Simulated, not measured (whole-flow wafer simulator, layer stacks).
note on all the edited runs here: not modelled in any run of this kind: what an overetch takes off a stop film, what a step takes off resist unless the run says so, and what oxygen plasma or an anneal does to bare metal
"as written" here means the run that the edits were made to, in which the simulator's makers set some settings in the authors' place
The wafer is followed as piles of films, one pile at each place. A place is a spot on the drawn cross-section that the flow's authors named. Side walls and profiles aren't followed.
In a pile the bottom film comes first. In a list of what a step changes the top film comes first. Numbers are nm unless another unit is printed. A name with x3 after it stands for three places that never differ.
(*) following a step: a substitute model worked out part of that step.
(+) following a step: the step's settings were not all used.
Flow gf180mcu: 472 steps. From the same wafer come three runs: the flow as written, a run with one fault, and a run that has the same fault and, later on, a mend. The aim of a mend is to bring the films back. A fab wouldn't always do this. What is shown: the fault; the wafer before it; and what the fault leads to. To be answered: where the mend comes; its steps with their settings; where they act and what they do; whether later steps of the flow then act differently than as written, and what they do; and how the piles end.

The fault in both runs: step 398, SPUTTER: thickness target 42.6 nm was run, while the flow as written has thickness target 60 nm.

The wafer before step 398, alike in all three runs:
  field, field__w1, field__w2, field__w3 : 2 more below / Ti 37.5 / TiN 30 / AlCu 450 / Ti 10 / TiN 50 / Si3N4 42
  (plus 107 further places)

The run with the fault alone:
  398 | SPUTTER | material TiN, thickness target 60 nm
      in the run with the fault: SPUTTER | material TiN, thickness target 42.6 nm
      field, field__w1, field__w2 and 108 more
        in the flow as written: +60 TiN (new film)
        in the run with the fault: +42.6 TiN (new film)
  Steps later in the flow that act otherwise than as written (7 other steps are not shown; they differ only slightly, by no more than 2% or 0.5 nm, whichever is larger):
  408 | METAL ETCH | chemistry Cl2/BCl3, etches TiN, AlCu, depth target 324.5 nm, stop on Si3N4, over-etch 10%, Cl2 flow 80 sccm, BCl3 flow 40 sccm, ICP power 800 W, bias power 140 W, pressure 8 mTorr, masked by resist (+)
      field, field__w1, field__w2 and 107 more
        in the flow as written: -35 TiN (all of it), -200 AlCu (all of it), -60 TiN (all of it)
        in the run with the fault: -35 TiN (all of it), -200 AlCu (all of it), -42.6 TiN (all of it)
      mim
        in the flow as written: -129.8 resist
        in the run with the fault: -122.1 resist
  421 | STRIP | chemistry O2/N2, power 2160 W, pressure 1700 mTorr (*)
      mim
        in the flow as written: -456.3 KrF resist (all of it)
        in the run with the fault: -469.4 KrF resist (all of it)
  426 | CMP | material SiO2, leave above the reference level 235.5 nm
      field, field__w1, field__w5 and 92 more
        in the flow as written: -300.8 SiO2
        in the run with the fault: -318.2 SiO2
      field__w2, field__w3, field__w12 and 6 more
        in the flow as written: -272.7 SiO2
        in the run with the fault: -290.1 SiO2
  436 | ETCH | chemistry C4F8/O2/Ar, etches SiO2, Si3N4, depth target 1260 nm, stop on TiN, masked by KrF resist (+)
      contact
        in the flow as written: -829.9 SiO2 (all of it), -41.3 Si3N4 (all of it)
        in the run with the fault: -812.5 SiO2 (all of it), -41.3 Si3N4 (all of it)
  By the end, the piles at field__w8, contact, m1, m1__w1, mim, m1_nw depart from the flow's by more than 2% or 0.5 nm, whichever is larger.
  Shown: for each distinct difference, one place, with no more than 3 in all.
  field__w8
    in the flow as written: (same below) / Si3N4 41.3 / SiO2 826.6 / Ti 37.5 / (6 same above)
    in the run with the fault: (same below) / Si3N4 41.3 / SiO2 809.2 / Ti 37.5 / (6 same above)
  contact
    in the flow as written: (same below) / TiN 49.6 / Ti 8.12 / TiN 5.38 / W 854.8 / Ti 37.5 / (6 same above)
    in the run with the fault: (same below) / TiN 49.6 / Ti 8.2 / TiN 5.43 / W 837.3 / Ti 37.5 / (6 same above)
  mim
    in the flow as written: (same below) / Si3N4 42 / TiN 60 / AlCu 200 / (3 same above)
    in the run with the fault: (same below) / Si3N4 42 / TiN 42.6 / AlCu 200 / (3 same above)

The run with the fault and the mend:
  The mend follows step 398.
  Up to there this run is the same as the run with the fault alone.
  398a | SPUTTER | material TiN, thickness target 17.4 nm (the flow's step 398 again, with other settings)
      field, field__w1, field__w2 and 108 more
        +17.4 TiN
  Later steps of the flow that are run all act as written at every place that is followed.
  By the end, the piles equal the flow's at every place that both follow.
